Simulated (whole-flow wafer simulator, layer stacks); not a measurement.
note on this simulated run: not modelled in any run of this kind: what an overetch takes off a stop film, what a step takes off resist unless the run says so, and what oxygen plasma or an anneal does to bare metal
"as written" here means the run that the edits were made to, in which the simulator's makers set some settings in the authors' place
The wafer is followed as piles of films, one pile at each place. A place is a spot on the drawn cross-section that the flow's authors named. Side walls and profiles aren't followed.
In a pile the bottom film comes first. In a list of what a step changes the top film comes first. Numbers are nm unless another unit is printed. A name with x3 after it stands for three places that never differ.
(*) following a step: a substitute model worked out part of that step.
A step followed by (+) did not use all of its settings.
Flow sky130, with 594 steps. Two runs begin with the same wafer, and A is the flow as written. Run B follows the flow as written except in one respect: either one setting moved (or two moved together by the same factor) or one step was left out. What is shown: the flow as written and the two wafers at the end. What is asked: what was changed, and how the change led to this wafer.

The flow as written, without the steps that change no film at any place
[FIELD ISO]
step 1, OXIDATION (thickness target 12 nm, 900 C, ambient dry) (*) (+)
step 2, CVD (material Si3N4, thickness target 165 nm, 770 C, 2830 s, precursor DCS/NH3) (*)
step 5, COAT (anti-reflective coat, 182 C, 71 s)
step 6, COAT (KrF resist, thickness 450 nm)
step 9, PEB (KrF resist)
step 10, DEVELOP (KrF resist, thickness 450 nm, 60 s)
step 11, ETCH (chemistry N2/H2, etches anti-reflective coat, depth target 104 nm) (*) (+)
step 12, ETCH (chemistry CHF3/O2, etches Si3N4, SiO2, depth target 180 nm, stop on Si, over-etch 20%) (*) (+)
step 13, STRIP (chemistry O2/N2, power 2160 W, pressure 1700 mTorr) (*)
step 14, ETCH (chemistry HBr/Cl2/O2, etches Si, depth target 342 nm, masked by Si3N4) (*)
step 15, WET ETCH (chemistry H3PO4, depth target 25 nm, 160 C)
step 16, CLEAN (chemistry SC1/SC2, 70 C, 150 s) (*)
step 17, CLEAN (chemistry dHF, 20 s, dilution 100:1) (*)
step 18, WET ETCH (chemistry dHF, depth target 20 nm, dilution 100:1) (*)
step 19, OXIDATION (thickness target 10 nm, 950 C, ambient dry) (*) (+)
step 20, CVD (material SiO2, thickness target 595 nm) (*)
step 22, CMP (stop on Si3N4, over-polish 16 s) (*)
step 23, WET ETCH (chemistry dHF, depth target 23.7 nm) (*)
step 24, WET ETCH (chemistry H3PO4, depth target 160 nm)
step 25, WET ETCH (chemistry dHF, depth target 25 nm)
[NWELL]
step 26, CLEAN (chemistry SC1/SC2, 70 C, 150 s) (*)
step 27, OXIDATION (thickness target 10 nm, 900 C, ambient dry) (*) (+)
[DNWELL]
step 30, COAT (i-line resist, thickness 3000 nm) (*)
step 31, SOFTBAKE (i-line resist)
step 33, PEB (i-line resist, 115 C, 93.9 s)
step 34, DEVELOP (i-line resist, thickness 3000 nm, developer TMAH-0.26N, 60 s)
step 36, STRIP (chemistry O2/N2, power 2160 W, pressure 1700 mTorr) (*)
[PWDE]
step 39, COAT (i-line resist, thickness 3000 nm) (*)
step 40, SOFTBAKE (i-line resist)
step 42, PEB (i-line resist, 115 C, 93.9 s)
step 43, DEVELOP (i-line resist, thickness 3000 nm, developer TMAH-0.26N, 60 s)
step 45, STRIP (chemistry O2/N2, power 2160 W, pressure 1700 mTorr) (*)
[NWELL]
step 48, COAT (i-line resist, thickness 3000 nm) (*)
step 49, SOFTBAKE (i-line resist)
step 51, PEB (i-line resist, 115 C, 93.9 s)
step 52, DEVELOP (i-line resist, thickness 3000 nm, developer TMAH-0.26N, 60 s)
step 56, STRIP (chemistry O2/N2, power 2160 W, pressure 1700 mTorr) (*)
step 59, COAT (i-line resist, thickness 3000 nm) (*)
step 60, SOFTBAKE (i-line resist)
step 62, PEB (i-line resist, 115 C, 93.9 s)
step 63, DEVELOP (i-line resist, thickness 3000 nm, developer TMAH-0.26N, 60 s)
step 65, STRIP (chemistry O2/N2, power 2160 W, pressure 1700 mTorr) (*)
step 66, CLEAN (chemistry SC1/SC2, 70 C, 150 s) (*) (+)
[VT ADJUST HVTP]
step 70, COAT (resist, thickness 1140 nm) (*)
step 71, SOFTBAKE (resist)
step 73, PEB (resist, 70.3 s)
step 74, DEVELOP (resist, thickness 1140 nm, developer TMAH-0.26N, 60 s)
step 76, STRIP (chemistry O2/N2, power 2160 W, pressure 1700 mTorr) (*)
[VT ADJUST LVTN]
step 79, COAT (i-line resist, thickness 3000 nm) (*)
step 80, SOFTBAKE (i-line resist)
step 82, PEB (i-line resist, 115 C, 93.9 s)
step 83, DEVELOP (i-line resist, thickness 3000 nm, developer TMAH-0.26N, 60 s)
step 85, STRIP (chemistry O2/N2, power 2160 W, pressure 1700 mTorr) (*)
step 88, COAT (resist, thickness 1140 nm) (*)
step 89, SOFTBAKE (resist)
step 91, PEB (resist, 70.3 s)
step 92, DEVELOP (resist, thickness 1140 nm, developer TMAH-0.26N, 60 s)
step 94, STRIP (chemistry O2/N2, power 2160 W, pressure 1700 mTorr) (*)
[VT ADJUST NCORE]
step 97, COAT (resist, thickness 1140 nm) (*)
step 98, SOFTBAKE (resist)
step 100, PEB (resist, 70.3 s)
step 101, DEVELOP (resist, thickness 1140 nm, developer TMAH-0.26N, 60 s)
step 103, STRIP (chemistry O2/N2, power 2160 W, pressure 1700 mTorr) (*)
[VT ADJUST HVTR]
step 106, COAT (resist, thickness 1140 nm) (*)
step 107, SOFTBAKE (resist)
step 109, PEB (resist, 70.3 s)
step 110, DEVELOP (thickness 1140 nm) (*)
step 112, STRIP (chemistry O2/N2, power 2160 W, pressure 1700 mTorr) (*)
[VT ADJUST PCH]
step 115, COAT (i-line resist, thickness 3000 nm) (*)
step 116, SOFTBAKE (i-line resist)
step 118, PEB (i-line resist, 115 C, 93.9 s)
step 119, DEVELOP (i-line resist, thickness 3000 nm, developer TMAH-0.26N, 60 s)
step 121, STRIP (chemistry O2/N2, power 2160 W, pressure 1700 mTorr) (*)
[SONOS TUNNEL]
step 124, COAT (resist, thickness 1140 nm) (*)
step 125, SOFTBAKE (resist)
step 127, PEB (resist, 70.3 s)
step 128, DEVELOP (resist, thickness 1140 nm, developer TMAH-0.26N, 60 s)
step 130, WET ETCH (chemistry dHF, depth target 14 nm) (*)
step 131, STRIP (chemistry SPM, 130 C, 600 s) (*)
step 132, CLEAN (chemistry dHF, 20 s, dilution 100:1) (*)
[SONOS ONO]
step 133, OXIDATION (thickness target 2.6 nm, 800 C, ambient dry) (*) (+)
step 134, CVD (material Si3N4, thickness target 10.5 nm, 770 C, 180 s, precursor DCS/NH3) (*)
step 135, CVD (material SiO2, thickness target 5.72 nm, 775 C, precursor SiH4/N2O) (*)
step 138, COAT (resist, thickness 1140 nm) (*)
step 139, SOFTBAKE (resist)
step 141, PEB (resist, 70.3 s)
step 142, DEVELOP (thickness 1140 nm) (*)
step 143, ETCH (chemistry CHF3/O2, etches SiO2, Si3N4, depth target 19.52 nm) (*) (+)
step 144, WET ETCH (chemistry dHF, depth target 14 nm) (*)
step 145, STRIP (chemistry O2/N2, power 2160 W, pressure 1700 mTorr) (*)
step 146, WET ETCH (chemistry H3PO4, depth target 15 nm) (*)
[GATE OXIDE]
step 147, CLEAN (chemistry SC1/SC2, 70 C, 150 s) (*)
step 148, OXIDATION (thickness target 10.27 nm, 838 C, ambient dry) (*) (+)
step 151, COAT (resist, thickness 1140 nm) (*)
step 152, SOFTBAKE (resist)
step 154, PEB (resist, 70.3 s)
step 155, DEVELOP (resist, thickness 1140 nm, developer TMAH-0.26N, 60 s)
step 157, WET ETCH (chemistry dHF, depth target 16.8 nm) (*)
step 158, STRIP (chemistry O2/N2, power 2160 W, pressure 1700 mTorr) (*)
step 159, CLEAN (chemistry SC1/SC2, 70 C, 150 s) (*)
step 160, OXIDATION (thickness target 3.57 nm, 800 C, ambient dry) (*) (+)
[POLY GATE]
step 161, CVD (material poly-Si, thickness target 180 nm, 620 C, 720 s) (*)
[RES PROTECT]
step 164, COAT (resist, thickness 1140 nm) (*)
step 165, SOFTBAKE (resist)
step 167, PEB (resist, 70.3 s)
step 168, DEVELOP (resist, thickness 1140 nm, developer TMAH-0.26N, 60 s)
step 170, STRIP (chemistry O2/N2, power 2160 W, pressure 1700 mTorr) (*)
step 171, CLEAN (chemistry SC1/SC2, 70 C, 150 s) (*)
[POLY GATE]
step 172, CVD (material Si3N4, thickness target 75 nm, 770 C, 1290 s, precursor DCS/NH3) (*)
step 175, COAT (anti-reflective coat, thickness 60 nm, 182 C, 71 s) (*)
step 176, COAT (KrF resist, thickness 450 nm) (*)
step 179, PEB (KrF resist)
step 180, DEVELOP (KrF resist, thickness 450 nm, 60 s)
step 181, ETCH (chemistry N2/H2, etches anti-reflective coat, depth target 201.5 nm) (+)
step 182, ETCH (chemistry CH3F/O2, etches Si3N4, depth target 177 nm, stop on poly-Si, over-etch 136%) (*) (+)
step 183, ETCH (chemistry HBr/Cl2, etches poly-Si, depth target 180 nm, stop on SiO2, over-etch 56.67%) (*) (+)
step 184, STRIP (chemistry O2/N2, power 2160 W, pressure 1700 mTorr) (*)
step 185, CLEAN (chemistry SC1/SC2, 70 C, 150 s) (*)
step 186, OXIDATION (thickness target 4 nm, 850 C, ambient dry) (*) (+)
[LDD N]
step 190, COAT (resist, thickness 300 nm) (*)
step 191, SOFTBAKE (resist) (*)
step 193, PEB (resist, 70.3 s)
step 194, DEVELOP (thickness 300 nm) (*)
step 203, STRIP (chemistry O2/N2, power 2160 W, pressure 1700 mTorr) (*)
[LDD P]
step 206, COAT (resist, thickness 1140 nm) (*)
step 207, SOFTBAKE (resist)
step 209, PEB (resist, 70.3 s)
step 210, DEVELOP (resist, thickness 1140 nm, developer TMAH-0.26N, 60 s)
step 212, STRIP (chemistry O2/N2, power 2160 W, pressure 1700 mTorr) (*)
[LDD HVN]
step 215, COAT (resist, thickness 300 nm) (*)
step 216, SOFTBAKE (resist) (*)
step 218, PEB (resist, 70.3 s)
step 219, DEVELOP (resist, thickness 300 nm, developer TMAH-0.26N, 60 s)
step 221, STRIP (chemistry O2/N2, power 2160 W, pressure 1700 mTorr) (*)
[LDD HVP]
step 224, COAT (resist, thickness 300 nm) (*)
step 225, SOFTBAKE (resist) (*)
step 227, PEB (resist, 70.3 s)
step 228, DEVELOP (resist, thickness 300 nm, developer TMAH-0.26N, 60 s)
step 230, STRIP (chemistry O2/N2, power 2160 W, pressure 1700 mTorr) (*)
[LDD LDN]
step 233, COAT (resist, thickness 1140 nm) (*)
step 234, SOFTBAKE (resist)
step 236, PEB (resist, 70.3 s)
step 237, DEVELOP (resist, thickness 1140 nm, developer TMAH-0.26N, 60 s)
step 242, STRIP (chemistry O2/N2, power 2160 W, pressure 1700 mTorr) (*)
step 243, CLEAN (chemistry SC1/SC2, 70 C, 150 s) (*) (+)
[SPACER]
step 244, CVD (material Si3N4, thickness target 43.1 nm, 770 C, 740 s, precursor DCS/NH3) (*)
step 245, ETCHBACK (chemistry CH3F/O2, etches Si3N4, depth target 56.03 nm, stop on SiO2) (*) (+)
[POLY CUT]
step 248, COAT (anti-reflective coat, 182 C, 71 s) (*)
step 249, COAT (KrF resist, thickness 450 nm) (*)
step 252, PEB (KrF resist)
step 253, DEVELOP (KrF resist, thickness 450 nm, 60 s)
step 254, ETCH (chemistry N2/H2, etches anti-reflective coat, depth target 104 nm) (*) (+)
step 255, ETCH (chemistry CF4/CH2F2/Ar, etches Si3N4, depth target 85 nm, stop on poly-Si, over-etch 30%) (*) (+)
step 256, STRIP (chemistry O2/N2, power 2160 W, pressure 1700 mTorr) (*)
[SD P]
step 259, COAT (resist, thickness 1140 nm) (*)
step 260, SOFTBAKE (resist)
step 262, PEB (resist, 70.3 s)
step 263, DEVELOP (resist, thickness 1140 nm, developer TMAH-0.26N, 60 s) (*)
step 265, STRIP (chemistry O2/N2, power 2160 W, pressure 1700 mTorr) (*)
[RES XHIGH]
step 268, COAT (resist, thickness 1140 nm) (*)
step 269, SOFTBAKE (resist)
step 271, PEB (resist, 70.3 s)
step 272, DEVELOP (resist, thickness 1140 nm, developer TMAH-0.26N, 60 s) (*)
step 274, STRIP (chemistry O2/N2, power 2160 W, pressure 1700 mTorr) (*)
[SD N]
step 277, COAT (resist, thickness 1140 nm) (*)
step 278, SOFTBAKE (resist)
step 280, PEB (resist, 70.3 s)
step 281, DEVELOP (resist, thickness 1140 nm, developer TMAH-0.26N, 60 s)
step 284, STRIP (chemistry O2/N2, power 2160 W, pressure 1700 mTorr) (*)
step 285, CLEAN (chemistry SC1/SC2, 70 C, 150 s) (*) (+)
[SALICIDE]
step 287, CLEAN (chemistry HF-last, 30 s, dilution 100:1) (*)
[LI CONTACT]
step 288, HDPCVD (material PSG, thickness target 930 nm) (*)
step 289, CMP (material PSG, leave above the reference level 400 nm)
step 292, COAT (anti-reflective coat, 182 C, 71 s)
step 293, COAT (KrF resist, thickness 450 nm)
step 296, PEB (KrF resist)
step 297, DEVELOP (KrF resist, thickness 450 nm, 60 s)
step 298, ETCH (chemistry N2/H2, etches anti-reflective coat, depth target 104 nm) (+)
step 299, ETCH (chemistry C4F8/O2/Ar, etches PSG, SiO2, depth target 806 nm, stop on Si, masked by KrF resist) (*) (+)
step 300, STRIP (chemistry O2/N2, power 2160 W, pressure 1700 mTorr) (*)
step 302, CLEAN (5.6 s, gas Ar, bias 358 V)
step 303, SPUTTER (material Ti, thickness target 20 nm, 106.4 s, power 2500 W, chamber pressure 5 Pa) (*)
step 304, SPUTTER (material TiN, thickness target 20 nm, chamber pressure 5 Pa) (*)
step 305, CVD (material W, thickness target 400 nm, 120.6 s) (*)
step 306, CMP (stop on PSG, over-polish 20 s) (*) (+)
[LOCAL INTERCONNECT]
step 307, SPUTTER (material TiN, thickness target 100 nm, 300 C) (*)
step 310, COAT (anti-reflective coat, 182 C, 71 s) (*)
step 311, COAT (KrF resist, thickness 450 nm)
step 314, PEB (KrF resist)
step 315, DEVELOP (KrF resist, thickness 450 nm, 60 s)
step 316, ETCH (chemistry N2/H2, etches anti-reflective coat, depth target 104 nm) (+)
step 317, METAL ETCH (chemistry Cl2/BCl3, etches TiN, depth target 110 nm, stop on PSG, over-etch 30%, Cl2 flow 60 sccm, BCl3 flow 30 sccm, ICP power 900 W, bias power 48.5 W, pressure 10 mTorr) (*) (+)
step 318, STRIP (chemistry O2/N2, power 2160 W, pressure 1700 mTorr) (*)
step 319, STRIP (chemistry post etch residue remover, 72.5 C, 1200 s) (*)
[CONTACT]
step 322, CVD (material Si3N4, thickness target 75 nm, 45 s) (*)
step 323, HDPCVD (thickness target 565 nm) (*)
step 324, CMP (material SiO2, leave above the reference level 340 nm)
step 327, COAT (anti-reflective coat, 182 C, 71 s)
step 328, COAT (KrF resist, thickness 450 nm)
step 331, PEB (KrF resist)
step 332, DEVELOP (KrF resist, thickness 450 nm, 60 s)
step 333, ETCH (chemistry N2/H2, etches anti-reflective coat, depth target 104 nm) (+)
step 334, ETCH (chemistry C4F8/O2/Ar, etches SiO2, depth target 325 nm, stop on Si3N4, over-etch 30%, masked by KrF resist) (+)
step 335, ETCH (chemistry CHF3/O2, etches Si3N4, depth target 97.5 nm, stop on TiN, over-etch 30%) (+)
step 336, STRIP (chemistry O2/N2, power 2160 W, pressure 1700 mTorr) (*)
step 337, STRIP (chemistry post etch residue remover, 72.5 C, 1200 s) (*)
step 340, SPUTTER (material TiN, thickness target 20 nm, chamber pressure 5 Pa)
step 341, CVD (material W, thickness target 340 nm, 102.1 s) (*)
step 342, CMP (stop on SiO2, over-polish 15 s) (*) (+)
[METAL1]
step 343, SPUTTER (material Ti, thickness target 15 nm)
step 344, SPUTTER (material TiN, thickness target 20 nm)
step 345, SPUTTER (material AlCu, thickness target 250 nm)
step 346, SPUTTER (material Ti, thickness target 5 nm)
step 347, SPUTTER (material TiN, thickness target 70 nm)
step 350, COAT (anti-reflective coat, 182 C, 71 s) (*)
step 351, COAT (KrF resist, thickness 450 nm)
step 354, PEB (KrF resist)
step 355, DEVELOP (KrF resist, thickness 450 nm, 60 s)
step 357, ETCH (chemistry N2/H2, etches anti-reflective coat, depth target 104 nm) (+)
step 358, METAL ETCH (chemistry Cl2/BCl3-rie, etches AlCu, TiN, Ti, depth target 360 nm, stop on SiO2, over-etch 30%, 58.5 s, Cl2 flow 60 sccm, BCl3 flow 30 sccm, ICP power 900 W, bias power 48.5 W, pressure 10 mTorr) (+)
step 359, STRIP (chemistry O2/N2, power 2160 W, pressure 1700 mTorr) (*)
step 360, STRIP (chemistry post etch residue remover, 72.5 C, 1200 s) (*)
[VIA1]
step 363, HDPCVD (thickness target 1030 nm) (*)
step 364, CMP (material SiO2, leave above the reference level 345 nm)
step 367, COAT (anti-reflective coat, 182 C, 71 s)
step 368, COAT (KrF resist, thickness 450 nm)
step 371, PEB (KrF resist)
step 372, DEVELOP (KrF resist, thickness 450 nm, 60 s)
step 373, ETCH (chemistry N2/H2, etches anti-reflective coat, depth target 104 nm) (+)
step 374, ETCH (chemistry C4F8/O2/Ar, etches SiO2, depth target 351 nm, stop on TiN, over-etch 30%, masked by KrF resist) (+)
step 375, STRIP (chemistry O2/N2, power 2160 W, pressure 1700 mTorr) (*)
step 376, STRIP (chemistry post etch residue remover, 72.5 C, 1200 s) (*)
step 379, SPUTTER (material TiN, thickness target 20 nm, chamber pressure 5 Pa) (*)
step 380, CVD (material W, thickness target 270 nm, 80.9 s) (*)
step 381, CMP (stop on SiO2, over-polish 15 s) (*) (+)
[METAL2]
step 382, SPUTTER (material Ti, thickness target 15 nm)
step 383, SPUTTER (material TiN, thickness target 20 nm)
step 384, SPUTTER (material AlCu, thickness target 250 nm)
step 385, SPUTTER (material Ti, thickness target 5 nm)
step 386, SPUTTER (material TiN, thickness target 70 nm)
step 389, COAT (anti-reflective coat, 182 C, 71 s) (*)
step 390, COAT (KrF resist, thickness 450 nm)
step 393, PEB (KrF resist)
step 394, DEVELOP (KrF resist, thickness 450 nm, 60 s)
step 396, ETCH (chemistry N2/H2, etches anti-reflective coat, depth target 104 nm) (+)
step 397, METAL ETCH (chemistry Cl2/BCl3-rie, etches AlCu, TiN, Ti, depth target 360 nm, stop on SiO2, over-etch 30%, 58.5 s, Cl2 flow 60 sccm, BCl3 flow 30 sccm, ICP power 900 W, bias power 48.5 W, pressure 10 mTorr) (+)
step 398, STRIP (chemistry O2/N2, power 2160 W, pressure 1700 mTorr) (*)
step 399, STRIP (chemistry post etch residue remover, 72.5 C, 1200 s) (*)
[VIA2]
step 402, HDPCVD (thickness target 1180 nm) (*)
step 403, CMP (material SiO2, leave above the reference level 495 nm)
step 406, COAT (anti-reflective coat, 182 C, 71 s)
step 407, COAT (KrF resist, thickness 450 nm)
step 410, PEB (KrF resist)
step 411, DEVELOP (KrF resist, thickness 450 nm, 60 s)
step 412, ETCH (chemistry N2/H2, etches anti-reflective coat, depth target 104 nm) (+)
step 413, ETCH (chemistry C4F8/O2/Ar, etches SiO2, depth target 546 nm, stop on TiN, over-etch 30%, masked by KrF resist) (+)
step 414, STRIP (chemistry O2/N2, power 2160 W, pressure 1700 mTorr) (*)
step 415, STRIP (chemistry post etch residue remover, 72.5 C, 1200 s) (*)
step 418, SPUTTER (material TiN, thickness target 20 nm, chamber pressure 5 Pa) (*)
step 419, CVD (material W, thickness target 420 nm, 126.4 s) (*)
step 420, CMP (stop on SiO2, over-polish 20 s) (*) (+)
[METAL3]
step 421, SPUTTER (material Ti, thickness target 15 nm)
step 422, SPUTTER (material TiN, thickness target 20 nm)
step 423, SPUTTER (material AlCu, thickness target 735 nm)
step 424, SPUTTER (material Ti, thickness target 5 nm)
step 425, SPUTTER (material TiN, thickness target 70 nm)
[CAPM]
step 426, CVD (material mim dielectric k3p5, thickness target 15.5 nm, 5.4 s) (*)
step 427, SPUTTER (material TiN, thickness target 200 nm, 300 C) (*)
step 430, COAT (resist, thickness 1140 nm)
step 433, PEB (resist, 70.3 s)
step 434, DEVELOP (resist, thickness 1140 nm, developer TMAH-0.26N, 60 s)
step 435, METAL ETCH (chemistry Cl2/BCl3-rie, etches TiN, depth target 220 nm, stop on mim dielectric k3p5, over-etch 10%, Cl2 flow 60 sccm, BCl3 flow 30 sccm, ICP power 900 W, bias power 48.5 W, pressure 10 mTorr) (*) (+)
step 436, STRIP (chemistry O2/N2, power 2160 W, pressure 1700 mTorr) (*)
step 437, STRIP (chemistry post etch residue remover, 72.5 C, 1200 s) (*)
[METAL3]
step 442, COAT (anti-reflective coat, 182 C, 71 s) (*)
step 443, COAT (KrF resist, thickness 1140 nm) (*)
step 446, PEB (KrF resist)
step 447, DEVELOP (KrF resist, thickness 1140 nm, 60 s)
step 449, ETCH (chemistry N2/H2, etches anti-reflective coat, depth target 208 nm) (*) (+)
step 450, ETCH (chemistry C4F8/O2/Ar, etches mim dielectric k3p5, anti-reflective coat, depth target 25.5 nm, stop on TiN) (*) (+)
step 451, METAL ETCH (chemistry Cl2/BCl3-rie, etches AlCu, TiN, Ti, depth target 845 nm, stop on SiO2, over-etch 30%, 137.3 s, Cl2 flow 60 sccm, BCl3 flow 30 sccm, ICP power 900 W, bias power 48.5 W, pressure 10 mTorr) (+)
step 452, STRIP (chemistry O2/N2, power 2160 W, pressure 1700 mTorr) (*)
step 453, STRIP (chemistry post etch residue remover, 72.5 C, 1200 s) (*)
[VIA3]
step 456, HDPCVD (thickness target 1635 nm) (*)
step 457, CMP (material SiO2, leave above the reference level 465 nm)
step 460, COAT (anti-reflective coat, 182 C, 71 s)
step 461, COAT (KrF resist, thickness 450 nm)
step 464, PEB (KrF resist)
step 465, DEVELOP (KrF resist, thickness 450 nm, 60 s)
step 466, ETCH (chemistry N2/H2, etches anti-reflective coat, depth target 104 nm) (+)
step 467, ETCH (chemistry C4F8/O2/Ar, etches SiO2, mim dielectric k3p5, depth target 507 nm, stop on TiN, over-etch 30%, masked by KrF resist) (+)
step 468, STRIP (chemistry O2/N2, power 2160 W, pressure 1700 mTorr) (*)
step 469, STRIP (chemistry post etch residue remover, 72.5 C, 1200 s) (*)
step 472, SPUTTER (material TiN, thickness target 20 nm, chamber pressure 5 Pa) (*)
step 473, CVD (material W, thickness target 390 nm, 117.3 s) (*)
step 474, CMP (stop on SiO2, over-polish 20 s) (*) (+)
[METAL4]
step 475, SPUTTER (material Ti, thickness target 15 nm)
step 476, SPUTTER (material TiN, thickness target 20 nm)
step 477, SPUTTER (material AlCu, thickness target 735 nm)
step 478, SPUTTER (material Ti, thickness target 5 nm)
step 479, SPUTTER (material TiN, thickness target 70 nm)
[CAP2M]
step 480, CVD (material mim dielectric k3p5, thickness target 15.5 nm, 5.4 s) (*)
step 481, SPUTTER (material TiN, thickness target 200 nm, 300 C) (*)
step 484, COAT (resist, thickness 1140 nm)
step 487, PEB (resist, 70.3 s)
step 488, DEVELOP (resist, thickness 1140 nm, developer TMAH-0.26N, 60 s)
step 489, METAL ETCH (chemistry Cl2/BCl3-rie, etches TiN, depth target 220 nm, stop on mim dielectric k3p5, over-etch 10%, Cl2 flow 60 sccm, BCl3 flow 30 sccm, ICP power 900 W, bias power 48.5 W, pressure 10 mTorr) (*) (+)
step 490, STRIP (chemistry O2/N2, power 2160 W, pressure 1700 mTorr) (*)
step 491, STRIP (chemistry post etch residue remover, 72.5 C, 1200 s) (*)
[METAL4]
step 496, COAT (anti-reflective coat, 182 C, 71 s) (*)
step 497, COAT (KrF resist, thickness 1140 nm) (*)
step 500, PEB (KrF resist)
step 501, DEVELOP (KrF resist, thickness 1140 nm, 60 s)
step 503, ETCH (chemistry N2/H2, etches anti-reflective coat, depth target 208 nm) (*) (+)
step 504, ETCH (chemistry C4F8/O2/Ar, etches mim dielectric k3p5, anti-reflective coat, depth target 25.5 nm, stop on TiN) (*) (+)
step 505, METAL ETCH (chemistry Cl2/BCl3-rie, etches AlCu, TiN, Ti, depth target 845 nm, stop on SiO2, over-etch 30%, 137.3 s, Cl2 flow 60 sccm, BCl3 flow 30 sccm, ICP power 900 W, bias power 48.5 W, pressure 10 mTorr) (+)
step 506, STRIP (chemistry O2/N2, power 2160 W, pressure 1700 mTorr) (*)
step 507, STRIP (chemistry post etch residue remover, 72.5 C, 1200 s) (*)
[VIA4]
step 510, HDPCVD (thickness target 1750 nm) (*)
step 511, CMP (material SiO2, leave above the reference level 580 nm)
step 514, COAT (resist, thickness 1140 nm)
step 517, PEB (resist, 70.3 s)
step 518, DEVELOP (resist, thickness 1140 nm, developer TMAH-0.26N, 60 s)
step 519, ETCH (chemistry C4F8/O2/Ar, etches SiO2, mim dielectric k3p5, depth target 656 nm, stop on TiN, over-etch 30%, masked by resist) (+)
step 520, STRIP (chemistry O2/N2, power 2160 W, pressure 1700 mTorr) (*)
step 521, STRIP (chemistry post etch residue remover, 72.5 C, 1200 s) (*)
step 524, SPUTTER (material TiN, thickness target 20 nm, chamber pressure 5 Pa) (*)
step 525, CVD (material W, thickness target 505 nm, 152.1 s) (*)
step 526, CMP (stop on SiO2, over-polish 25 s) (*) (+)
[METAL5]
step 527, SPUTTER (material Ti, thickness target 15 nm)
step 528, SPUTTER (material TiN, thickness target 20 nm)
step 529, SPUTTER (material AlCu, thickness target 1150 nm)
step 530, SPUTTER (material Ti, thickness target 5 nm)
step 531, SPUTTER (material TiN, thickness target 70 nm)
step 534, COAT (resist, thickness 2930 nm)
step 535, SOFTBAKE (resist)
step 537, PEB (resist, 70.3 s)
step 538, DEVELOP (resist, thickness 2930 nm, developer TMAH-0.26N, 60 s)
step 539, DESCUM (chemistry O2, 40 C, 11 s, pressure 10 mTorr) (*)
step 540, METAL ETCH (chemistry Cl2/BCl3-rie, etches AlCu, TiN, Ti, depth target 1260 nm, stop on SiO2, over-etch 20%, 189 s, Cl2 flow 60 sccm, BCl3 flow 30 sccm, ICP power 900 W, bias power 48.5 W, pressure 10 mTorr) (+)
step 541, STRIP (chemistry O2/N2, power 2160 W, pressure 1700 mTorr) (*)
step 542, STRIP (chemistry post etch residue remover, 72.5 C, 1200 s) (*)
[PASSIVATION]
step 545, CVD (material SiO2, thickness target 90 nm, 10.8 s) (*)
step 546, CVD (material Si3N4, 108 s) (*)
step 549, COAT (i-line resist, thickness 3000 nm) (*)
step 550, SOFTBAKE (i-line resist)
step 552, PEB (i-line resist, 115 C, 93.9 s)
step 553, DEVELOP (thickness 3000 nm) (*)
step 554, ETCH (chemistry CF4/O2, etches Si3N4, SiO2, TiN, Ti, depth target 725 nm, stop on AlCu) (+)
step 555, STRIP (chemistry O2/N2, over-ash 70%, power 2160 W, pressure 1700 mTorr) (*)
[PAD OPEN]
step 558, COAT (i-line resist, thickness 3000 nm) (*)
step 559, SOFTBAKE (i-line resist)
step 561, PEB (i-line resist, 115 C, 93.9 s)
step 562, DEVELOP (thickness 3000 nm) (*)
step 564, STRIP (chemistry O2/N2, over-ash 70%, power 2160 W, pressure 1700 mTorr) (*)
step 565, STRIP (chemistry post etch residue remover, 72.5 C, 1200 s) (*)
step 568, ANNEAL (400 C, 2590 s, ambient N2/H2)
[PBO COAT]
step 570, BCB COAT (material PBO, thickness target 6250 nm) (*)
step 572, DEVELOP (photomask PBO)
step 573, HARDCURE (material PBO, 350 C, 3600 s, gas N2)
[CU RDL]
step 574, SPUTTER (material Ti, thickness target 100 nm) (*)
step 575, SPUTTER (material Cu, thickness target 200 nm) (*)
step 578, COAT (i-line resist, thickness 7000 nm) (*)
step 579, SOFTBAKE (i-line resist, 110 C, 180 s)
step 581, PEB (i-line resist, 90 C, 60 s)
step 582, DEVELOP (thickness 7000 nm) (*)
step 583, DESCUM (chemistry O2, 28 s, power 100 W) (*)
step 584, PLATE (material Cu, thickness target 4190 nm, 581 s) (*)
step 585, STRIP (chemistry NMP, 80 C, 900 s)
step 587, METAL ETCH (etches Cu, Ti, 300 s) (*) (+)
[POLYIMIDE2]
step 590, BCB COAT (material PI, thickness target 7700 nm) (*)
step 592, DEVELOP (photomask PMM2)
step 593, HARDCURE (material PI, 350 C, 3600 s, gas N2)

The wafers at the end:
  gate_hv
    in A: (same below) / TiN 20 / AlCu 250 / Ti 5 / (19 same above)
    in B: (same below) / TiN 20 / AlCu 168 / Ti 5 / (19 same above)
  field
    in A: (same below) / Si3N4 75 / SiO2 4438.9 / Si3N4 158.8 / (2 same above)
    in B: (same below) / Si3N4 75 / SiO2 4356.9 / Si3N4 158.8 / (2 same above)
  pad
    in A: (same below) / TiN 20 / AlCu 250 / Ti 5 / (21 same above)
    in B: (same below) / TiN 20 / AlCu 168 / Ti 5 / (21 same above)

The reason: step 384, SPUTTER: thickness target 168 nm was run, whereas the flow has thickness target 250 nm.
The wafer lets one read it off: gate_hv has AlCu 168, and step 384 as written asks for 250 nm.

Step by step, how the change led to this:
  step 384, SPUTTER (material AlCu, thickness target 250 nm)
      field, active, n_well and 188 more: A +250 AlCu (new film) | B +168 AlCu (new film)
  step 397, METAL ETCH (chemistry Cl2/BCl3-rie, etches AlCu, TiN, Ti, depth target 360 nm, stop on SiO2, over-etch 30%, 58.5 s, Cl2 flow 60 sccm, BCl3 flow 30 sccm, ICP power 900 W, bias power 48.5 W, pressure 10 mTorr) (+)
      field, active, gate and 82 more: A -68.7 TiN (all of it), -5 Ti (all of it), -250 AlCu (all of it), -20 TiN (all of it), -15 Ti (all of it), -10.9 SiO2 | B -68.7 TiN (all of it), -5 Ti (all of it), -168 AlCu (all of it), -20 TiN (all of it), -15 Ti (all of it), -19.1 SiO2
  step 403, CMP (material SiO2, leave above the reference level 495 nm)
      field, active, gate and 82 more: A -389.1 SiO2 | B -462.9 SiO2
